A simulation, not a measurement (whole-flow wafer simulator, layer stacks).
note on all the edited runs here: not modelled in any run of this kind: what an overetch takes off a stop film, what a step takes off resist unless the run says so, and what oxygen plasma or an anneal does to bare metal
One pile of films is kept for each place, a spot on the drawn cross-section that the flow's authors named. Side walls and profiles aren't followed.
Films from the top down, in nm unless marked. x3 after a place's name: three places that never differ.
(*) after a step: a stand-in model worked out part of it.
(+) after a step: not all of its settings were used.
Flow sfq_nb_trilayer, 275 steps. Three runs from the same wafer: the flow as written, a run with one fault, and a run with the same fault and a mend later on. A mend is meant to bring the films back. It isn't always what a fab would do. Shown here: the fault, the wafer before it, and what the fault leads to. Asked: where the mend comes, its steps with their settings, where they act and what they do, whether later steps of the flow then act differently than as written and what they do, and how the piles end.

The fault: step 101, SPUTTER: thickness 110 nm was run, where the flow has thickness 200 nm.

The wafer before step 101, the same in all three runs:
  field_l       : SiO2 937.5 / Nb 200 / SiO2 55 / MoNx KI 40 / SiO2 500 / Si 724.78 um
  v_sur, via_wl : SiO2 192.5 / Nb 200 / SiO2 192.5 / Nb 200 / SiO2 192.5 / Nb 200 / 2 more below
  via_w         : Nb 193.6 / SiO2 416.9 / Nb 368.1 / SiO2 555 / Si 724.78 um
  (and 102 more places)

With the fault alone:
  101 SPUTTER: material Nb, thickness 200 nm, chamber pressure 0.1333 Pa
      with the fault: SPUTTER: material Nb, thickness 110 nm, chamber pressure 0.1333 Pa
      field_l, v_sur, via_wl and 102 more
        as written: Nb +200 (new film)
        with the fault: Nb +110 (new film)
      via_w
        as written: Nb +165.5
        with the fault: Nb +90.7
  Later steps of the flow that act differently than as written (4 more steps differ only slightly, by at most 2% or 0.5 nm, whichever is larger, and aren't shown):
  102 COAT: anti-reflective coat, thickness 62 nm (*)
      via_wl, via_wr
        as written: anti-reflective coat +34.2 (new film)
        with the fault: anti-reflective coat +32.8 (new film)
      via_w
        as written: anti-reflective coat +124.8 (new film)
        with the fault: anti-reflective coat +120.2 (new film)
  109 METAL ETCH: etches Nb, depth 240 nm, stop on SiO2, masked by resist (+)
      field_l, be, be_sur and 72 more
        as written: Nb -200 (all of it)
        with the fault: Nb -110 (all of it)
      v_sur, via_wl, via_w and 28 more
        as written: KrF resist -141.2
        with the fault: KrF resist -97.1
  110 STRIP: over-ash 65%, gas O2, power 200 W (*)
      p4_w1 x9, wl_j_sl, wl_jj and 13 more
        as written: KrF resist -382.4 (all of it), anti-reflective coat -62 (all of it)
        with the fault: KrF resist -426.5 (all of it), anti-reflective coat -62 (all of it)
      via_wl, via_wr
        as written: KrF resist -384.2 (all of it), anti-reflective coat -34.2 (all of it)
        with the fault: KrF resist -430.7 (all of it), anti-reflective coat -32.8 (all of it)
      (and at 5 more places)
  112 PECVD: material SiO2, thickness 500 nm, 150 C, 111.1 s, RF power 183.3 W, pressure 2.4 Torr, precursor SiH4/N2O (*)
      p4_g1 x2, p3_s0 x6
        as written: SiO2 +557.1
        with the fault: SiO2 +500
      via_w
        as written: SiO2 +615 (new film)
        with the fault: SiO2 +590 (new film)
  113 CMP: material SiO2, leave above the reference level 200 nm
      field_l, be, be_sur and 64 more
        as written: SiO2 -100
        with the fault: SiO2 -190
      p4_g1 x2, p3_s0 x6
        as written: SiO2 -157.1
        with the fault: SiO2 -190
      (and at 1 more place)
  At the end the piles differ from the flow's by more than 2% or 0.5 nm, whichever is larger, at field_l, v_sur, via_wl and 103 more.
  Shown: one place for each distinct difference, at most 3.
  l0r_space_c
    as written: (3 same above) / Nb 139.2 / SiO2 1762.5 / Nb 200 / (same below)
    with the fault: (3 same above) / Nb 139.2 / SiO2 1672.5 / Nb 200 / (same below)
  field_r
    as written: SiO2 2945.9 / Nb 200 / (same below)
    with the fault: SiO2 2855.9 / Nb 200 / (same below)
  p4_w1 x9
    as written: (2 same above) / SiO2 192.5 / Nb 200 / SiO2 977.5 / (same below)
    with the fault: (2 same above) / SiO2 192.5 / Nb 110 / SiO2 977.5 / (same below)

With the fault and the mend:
  The mend comes after step 107.
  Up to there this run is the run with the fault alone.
  107a STRIP: over-ash 65%, gas O2, power 200 W (*)
      p4_fl x3, p4_g1 x2, p3_s0 x6 and 42 more
        anti-reflective coat -62 (all of it)
      p4_w1 x9, wl_j_sl, wl_jj and 13 more
        KrF resist -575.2 (all of it), anti-reflective coat -62 (all of it)
      r_sur, res, r_end and 9 more
        anti-reflective coat -61.8 (all of it)
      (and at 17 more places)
  107b SPUTTER: material Nb, thickness 90 nm, chamber pressure 0.1333 Pa (the flow's step 101 once more, with other settings)
      field_l, v_sur, via_wl and 102 more
        Nb +90
      via_w
        Nb +73
  107c COAT: anti-reflective coat, thickness 62 nm (*) (the flow's step 102 once more)
      p4_fl x3, p4_w1 x9, p4_g1 x2 and 63 more
        anti-reflective coat +62 (new film)
      r_sur, res, r_end and 9 more
        anti-reflective coat +61.8 (new film)
      jj_sur, ce_l, c5j, ce_r, sp_r, be_r
        anti-reflective coat +61.7 (new film)
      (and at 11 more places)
  107d COAT: KrF resist, thickness 600 nm (*) (the flow's step 103 once more)
      p4_fl x3, p4_w1 x9, p4_g1 x2 and 63 more
        KrF resist +600 (new film)
      r_end, moat, field_r, lsp_l, l0_sur
        KrF resist +599.4 (new film)
      be_r, r_sur, res, l0v
        KrF resist +599.3 (new film)
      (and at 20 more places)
  107e SOFTBAKE: KrF resist (the flow's step 104 once more)
      changes no film at any place that is followed
  107f EXPOSE: photomask M3, dose 12.11 mJ/cm2, NA 0.6, wavelength 248 nm (*) (the flow's step 105 once more)
      changes no film at any place that is followed
  107g PEB: KrF resist, 90 s (the flow's step 106 once more)
      wire, be, be_sur and 96 more
        KrF resist -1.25
      field_l, via_v
        KrF resist -1.24
      via_wl, via_wr
        KrF resist -1.26
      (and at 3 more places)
  107h DEVELOP: KrF resist, thickness 600 nm, 60 s (the flow's step 107 once more)
      p4_fl x3, p4_g1 x2, p3_s0 x6 and 42 more
        KrF resist -598.7 (all of it)
      v_sur, via_wl, via_w and 28 more
        KrF resist -23.5
      moat, field_r, lsp_l, ln_m5, lsp_m, ln_m6, lsp_r, l0_sur
        KrF resist -598.2 (all of it)
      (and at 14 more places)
  No later step of the flow acts differently than as written, at any place that is followed, by more than 2% or 0.5 nm, whichever is larger.
  At the end the piles differ from the flow's only slightly at the places that both follow, by at most 2% or 0.5 nm, whichever is larger.
